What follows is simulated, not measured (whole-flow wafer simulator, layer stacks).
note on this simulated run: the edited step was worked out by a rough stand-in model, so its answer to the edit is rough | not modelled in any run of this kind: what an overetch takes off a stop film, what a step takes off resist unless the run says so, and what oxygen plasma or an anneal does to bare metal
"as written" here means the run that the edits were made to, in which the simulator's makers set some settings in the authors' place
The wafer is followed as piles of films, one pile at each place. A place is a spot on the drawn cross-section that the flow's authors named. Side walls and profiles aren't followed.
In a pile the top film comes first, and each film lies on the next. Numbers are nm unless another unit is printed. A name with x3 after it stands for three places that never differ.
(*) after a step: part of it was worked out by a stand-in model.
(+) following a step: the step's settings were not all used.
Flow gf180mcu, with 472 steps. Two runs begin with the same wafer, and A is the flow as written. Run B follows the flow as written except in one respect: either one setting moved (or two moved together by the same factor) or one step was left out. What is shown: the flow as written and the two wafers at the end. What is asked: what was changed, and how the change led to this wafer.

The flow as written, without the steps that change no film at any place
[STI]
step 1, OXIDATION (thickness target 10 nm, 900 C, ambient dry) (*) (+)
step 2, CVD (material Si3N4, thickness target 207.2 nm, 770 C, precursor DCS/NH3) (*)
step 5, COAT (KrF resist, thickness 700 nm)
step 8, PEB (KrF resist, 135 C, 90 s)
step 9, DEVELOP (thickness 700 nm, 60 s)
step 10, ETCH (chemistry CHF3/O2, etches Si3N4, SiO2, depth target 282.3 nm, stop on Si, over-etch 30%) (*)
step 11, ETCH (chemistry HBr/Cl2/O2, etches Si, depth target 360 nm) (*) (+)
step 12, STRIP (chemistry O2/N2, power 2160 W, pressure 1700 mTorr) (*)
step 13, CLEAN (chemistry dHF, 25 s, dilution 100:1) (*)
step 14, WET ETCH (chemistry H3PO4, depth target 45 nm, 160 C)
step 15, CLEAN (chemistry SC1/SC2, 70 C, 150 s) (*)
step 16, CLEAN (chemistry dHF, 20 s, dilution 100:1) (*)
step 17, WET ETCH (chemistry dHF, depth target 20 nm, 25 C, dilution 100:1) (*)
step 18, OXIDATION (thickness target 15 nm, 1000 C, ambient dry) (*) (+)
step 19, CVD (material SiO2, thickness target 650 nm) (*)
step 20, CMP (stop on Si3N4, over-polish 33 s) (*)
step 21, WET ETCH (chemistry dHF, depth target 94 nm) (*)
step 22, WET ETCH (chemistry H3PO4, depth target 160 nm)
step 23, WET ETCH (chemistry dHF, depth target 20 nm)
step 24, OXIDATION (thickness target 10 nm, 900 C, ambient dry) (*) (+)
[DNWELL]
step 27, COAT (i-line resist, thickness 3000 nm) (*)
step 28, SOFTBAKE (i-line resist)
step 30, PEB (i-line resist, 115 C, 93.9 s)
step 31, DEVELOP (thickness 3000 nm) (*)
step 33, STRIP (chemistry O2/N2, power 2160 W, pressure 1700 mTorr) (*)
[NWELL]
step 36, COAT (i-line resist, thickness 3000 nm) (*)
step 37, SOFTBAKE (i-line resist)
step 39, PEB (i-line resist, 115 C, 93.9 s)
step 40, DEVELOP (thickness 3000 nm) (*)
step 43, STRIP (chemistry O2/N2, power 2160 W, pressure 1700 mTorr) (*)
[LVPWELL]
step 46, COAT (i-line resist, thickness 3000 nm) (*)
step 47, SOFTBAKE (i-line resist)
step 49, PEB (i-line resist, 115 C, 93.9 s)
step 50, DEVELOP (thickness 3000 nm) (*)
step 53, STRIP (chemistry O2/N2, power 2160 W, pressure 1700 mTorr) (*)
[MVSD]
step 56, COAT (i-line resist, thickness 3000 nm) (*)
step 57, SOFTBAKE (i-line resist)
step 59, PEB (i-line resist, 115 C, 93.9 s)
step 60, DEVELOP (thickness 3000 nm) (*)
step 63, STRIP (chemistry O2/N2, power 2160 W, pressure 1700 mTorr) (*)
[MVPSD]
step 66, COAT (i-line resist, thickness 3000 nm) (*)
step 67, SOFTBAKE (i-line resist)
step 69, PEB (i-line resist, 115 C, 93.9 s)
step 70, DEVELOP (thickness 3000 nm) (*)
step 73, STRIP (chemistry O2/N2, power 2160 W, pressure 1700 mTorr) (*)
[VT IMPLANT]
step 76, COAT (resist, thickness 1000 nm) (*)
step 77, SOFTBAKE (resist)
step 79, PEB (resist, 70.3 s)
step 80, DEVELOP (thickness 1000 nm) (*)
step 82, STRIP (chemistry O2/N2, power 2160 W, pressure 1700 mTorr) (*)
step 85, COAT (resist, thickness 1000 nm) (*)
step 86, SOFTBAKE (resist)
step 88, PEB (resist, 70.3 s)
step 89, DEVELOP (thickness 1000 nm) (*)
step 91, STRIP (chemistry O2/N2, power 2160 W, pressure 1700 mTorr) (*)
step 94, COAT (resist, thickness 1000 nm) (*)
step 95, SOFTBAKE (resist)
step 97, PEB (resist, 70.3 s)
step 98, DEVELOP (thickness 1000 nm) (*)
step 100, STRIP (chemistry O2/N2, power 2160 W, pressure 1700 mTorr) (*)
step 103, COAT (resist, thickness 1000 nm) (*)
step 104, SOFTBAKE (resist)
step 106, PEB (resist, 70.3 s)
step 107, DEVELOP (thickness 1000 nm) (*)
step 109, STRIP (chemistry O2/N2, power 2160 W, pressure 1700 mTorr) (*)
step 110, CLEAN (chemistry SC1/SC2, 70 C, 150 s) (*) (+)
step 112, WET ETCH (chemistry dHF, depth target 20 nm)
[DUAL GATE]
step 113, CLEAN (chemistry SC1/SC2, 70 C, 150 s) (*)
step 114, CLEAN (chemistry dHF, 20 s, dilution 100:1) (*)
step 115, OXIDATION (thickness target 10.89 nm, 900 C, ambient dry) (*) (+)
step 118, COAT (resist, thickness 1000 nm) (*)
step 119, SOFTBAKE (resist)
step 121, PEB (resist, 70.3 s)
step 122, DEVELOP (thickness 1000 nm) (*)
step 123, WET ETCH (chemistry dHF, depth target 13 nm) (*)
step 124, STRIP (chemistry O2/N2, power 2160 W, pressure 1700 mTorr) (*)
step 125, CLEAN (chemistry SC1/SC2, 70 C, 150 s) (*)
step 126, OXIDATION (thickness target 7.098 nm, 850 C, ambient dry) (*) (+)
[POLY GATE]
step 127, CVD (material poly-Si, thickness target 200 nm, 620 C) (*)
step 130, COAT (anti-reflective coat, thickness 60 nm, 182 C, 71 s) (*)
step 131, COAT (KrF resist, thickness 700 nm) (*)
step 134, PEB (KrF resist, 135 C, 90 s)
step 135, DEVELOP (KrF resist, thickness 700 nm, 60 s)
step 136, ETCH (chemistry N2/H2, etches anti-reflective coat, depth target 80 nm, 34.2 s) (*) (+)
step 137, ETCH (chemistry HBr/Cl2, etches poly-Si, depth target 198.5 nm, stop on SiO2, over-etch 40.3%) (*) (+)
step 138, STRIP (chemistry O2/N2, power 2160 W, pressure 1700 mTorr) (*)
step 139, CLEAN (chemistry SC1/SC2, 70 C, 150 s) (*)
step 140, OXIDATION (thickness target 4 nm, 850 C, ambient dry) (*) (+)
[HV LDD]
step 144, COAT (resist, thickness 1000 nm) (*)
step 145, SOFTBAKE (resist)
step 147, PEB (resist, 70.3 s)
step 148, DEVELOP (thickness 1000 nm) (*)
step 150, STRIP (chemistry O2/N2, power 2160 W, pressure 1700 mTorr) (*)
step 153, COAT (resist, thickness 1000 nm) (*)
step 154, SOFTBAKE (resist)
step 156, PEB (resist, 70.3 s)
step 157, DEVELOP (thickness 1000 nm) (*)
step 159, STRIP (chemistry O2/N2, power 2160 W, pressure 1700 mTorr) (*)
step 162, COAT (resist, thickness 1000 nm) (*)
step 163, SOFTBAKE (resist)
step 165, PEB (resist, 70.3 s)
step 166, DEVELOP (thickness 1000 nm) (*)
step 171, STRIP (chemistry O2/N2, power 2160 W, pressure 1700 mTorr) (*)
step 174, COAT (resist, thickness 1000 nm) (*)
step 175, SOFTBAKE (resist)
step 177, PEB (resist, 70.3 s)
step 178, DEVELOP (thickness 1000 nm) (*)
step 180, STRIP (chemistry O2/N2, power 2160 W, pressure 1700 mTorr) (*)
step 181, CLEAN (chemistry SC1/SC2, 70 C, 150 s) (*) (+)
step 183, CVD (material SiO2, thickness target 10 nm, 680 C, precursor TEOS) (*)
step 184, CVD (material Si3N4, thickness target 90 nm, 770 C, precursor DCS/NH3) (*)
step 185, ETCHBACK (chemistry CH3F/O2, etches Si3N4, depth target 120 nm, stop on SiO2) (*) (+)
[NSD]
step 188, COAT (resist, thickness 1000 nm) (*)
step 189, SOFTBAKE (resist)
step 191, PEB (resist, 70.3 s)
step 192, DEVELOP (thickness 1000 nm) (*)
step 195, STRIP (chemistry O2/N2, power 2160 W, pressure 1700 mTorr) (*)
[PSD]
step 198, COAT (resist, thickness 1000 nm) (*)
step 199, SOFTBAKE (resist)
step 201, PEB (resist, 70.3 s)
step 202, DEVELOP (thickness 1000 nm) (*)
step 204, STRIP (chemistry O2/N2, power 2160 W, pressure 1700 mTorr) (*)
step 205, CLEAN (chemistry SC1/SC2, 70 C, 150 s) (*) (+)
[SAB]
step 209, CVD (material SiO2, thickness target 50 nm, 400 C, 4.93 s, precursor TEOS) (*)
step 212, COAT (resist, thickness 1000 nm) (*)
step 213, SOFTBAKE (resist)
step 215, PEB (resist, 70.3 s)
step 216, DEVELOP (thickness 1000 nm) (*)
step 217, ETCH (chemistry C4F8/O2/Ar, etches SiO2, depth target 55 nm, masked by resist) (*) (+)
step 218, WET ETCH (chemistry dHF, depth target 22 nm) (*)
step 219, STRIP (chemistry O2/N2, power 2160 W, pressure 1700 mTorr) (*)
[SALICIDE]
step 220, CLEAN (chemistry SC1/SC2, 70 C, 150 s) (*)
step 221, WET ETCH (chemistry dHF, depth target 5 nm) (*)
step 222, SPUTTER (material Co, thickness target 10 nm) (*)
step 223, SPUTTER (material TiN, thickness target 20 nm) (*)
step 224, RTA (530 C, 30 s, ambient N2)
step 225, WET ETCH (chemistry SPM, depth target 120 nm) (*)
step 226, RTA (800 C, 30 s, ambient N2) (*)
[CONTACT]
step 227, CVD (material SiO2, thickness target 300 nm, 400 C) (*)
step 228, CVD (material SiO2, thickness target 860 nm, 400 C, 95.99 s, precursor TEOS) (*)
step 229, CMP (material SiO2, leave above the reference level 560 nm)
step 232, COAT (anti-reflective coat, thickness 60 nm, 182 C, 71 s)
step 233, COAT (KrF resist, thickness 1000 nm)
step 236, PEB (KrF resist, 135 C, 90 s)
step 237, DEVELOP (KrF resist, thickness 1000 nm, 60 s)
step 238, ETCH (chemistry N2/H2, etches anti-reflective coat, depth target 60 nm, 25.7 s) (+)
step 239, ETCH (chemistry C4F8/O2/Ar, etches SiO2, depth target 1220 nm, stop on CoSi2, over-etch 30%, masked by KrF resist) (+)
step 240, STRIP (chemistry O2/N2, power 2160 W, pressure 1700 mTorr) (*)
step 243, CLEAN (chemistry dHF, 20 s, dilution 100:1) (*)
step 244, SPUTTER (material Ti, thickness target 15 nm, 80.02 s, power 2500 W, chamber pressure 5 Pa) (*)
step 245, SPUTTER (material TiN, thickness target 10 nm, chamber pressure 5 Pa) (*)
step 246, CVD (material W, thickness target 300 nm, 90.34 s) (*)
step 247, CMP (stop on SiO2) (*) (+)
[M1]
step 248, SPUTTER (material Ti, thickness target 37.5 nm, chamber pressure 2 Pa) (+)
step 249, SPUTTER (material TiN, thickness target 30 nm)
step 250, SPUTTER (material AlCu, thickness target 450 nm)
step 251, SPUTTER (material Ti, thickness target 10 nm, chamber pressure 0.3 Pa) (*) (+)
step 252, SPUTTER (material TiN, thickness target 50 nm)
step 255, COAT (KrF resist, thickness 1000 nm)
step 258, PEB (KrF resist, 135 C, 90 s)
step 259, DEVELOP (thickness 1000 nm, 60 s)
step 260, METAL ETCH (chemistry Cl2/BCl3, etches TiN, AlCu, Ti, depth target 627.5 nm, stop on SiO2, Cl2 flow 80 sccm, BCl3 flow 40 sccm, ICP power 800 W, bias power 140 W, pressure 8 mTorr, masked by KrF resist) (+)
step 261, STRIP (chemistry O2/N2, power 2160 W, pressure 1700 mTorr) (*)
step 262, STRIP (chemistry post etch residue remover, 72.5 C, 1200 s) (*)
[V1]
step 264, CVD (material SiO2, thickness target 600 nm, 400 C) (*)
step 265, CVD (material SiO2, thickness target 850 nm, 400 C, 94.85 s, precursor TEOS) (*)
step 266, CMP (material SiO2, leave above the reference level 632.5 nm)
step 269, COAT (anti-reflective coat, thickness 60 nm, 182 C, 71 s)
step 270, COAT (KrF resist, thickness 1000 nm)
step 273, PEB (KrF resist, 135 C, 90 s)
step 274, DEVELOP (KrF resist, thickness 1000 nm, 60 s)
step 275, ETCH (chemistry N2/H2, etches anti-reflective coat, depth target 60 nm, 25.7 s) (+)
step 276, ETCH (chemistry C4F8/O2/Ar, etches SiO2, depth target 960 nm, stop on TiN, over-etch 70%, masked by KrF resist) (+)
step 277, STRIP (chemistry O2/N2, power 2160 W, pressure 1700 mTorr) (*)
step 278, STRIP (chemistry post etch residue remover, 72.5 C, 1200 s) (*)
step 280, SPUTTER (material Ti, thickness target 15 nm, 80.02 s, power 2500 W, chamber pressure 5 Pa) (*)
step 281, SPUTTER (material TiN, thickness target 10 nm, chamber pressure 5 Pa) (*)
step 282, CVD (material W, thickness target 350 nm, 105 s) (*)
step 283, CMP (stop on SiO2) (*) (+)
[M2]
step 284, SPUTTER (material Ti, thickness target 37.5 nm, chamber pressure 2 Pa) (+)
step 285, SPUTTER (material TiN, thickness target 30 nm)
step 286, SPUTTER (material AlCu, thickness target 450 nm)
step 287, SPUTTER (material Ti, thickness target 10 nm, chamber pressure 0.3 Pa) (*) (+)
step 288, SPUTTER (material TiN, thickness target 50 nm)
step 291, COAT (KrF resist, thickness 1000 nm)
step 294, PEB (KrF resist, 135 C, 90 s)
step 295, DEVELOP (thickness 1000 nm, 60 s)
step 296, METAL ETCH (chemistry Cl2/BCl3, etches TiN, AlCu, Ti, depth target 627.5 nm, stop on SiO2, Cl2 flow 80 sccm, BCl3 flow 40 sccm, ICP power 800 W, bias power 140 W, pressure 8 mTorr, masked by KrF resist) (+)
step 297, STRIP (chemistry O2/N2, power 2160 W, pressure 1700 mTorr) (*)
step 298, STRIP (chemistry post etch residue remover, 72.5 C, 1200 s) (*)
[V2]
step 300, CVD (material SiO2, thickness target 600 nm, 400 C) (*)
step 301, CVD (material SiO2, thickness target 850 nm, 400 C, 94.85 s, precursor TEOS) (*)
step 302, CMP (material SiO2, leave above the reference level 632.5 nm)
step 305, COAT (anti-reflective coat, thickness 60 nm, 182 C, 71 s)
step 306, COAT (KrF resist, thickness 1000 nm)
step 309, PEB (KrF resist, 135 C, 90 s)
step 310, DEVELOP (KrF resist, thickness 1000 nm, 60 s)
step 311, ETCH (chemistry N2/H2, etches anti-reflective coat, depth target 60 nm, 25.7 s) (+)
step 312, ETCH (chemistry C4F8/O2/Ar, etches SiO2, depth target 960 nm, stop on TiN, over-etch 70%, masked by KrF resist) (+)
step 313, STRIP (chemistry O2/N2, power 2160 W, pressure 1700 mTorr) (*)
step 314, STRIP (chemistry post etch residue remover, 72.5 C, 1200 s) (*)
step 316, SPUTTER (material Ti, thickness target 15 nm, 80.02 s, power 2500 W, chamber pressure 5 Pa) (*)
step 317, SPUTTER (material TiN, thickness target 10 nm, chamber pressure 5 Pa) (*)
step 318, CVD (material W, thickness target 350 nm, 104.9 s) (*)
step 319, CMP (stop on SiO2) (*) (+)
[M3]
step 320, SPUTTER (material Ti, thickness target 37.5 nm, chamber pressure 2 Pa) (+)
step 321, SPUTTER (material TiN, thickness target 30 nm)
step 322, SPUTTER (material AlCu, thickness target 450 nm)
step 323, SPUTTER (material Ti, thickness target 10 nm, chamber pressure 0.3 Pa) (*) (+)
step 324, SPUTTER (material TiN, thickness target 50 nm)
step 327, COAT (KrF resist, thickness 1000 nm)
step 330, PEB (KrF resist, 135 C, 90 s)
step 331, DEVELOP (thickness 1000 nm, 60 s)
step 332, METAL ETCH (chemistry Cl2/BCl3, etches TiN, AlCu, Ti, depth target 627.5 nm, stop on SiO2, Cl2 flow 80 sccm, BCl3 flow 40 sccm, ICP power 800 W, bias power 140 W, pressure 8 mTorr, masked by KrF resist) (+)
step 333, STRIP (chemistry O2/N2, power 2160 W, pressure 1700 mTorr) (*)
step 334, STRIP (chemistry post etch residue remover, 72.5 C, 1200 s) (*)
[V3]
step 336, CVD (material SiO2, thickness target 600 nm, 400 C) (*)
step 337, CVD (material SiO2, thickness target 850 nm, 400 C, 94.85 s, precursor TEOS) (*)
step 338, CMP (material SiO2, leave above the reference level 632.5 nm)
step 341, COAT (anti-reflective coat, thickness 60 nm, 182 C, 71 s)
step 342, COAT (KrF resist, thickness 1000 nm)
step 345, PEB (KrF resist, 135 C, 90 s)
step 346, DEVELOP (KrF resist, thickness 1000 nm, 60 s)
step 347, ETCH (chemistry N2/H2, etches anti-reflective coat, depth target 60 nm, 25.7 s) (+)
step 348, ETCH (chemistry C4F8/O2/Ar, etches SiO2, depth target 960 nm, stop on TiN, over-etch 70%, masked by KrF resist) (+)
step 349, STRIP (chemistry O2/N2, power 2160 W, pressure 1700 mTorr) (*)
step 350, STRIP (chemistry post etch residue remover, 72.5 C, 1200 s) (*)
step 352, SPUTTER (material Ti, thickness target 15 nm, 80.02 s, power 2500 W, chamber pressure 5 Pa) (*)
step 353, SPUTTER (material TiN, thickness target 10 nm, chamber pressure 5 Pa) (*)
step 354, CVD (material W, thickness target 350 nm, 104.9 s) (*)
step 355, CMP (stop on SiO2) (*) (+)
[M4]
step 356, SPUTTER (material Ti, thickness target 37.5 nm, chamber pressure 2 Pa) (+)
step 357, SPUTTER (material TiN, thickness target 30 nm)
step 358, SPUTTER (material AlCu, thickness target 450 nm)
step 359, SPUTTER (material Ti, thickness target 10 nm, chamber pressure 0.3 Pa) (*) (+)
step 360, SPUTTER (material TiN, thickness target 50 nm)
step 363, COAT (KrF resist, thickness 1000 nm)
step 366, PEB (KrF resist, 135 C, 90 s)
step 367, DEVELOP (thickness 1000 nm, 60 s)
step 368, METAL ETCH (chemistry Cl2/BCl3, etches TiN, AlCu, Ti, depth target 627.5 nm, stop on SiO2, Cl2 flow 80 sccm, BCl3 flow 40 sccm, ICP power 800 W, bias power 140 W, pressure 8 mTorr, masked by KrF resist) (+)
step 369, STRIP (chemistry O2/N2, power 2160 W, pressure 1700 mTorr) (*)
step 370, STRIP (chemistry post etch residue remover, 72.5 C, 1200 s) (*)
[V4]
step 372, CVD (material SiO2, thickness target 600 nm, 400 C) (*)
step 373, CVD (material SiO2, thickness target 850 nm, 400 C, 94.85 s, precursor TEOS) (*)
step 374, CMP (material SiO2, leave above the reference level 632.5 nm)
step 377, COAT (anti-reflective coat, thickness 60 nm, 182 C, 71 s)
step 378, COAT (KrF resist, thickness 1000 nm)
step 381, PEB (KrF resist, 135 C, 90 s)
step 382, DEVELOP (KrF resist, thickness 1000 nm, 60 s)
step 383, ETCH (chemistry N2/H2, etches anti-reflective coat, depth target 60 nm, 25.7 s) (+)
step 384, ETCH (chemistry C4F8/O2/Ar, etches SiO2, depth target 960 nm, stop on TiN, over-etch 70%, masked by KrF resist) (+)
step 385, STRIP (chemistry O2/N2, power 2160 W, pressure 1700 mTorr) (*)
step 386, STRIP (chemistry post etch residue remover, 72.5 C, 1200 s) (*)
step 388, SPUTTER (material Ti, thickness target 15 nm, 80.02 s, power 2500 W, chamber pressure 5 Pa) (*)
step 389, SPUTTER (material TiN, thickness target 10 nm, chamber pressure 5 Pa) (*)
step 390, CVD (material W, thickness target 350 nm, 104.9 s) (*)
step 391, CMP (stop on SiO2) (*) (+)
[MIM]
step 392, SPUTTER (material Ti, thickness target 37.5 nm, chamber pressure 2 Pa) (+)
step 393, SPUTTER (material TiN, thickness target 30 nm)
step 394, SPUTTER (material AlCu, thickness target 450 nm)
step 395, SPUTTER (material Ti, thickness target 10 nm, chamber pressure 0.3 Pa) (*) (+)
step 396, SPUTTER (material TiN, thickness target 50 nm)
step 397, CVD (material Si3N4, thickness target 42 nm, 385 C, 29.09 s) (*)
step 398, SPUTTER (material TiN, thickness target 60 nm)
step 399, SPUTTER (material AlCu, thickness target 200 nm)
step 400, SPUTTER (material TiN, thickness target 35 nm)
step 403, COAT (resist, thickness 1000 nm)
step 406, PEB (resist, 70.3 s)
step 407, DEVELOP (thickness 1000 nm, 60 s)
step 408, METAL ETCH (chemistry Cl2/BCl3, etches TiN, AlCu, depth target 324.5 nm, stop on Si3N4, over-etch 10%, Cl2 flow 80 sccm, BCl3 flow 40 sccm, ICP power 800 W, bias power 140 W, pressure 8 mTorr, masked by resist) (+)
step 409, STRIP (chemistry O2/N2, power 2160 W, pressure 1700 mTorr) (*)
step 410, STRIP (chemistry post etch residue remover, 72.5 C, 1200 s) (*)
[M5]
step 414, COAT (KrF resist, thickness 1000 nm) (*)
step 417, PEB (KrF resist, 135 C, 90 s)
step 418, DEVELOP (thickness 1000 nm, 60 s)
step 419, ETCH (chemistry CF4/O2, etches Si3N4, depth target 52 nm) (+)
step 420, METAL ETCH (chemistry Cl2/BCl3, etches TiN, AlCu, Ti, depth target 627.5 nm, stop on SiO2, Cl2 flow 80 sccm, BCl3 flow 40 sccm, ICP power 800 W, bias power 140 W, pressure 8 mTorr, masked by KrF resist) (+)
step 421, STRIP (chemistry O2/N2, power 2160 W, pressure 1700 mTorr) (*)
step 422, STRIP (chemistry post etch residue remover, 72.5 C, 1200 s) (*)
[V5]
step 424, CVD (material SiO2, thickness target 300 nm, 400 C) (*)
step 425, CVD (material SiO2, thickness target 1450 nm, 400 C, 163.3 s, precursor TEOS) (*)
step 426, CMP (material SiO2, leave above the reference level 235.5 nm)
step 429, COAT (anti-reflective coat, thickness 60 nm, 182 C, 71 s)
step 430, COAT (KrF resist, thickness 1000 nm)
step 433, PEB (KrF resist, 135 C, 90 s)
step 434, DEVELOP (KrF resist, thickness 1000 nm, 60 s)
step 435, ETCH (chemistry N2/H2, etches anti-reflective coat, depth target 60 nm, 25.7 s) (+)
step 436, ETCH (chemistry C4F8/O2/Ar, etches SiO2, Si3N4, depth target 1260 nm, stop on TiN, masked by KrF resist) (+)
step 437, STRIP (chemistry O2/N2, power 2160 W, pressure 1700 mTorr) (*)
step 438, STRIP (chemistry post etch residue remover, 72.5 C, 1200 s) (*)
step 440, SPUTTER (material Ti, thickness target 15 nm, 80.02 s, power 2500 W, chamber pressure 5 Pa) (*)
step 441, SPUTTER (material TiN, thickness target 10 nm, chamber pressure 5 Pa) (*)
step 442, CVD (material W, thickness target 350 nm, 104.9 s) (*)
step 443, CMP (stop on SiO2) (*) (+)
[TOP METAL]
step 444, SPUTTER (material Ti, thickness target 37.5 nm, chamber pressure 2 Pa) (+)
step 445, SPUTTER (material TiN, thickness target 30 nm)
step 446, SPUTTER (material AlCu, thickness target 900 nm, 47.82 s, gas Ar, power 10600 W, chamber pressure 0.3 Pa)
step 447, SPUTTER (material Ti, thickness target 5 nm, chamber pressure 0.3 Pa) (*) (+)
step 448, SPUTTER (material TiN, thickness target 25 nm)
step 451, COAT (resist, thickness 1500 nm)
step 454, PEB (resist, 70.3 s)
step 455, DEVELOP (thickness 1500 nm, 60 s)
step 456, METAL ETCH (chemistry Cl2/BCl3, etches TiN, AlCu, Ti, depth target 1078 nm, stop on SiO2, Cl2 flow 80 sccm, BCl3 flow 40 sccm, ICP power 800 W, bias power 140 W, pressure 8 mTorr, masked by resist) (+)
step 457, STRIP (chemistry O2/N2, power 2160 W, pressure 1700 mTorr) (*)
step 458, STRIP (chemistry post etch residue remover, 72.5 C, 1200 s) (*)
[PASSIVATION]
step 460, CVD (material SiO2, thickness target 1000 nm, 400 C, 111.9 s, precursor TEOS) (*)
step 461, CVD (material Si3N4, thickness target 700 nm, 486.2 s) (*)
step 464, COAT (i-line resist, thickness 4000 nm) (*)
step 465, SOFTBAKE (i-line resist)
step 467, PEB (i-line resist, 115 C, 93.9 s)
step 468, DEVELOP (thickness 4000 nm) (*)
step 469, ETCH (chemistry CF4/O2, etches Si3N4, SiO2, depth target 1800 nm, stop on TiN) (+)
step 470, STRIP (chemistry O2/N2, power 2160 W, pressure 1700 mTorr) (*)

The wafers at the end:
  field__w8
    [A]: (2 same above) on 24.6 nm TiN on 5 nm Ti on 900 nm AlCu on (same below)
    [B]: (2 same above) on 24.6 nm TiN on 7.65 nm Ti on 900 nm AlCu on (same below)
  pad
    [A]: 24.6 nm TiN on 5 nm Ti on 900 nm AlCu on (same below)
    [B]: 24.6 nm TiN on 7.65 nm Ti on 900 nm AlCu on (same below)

The reason: step 447, SPUTTER: thickness target 7.65 nm was run, though the flow has thickness target 5 nm.
One can read it off the wafer: field__w8 has Ti 7.65, and step 447 as written asks for 5 nm.

The path from the change to this, step by step:
  step 447, SPUTTER (material Ti, thickness target 5 nm, chamber pressure 0.3 Pa) (*) (+)
      field, field__w1, field__w2 and 109 more: A +5 Ti (new film) | B +7.65 Ti (new film)
  step 456, METAL ETCH (chemistry Cl2/BCl3, etches TiN, AlCu, Ti, depth target 1078 nm, stop on SiO2, Cl2 flow 80 sccm, BCl3 flow 40 sccm, ICP power 800 W, bias power 140 W, pressure 8 mTorr, masked by resist) (+)
      field, field__w1, field__w2 and 103 more: A -25 TiN (all of it), -5 Ti (all of it), -900 AlCu (all of it), -30 TiN (all of it), -37.5 Ti (all of it) | B -25 TiN (all of it), -7.65 Ti (all of it), -900 AlCu (all of it), -30 TiN (all of it), -37.5 Ti (all of it)
